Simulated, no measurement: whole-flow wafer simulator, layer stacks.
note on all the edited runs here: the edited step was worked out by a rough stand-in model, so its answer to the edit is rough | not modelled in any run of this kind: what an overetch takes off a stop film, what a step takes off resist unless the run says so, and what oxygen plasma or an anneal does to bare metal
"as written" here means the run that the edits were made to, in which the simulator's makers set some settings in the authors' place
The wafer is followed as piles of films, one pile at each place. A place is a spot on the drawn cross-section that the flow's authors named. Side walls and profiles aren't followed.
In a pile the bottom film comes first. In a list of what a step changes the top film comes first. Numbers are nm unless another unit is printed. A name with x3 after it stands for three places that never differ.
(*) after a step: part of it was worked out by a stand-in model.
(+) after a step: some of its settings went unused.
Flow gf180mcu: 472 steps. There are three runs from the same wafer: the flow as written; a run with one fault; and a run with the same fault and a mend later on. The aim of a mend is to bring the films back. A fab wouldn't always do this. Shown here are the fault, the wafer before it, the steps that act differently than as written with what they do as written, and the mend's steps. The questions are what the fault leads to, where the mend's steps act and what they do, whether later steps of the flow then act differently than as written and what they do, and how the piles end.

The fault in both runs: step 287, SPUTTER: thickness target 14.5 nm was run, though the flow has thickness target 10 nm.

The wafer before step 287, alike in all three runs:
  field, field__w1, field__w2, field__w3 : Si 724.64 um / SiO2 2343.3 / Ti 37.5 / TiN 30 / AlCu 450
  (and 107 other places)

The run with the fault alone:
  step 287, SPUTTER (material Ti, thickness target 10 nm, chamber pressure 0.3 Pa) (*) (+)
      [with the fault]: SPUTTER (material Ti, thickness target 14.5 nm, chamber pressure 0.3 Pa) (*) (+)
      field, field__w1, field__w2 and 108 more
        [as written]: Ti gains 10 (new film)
        [with the fault]: Ti gains 14.5 (new film)
  Steps further on in the flow that do not act as written (5 more steps, not shown, differ only slightly: by at most 2% or 0.5 nm, whichever is larger):
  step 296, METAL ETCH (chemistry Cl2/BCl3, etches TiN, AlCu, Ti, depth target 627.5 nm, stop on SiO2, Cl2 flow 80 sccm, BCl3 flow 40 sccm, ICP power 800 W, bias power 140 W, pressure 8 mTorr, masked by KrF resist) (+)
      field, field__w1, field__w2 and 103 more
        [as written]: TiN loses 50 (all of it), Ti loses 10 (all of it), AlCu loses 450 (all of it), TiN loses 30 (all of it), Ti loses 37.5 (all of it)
        [with the fault]: TiN loses 50 (all of it), Ti loses 14.5 (all of it), AlCu loses 450 (all of it), TiN loses 30 (all of it), Ti loses 37.5 (all of it)
  At field__w8, contact, m1, m1__w1, m1_nw, the piles at the end differ from the flow's by more than 2% or 0.5 nm, whichever is larger.
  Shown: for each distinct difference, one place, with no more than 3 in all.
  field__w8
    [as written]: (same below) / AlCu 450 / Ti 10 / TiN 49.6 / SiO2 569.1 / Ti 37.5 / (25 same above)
    [with the fault]: (same below) / AlCu 450 / Ti 14.5 / TiN 49.6 / SiO2 564.6 / Ti 37.5 / (25 same above)
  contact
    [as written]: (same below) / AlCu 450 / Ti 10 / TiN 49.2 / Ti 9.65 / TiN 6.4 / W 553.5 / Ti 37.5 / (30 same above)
    [with the fault]: (same below) / AlCu 450 / Ti 14.5 / TiN 49.2 / Ti 9.68 / TiN 6.42 / W 549 / Ti 37.5 / (30 same above)

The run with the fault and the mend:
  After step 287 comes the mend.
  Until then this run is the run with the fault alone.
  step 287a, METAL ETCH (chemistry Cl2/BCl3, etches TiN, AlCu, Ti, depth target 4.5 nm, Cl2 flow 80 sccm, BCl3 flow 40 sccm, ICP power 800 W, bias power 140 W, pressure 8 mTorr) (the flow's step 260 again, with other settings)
      field, field__w1, field__w2 and 108 more
        Ti loses 4.5
  Every later step of the flow that is run acts as written at every place that is followed.
  The piles end the same as the flow's at every place that both follow.
